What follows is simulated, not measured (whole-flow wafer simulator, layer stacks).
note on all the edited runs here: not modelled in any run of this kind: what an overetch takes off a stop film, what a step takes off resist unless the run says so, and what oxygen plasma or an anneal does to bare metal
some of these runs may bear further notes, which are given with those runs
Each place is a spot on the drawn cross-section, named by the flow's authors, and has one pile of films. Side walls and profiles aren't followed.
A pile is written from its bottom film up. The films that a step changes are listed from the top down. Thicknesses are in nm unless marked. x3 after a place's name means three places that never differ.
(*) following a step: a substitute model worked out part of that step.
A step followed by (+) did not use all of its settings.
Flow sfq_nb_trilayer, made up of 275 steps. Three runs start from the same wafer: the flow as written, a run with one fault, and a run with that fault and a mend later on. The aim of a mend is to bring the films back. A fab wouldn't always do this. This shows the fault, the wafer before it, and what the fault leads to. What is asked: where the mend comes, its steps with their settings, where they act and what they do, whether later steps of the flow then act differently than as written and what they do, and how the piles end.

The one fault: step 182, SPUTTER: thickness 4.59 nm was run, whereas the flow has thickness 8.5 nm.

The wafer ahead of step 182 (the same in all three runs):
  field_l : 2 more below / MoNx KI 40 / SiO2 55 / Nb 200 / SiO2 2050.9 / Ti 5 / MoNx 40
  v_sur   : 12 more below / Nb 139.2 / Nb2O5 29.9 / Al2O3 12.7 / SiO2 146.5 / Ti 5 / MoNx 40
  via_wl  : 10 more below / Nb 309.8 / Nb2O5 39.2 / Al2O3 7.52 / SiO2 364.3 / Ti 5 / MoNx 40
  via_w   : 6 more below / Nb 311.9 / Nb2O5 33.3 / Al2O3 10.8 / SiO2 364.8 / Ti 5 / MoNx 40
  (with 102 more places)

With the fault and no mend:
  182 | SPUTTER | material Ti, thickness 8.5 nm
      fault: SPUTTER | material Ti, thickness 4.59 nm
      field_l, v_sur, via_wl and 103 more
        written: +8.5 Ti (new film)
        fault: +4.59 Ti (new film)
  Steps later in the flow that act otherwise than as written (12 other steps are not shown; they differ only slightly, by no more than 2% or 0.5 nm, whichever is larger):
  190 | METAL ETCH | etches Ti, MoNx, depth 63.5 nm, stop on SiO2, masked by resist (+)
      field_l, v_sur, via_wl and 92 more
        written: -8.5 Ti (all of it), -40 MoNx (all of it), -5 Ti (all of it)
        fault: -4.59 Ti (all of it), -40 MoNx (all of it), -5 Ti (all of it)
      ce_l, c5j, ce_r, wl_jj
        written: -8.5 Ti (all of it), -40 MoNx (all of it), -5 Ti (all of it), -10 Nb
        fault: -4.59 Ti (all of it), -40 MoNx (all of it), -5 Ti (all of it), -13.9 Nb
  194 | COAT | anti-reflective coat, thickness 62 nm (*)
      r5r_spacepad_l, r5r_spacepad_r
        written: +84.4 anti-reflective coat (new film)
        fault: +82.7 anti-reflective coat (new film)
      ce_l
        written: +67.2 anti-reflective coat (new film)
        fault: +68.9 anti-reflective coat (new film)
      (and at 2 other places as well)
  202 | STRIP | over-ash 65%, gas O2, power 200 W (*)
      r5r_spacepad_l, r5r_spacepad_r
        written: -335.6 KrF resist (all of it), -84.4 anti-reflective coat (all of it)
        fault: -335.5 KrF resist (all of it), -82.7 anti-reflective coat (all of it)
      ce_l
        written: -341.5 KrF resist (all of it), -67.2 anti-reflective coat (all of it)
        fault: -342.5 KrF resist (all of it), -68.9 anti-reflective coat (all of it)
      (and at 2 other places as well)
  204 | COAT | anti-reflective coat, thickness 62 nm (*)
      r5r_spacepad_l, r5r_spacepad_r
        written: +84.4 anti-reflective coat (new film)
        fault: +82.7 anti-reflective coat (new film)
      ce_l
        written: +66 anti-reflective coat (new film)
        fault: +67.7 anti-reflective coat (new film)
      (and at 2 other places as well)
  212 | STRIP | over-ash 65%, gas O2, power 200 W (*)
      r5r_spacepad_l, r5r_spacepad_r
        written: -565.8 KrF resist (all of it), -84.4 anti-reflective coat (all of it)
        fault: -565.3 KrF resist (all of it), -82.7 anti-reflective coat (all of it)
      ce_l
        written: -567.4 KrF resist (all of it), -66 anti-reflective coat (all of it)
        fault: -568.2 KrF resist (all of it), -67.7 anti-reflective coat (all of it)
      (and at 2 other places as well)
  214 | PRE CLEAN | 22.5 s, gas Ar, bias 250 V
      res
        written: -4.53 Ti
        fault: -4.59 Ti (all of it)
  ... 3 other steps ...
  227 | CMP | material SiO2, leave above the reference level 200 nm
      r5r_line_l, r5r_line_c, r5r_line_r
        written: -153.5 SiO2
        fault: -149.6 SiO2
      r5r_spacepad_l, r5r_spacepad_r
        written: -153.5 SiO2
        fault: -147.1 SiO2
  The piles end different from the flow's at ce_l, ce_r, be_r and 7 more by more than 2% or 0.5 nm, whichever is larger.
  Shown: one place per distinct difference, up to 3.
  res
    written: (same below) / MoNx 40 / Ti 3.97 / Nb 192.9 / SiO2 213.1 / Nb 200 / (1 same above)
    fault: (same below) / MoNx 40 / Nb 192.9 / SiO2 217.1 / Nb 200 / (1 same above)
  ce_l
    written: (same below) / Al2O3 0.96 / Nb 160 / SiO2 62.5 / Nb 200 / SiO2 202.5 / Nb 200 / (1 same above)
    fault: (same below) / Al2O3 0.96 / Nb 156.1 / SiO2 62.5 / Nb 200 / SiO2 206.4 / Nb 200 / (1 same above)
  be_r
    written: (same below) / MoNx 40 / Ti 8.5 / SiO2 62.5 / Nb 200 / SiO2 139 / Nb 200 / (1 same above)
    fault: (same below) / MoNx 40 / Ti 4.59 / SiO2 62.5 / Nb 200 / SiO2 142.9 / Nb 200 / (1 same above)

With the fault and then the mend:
  After step 182 comes the mend.
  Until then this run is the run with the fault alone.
  182a | SPUTTER | material Ti, thickness 3.91 nm (the flow's step 182 again, with other settings)
      field_l, v_sur, via_wl and 103 more
        +3.91 Ti
  None of the later steps of the flow acts differently than as written at any place that is followed.
  The piles end the same as the flow's at every place that both follow.
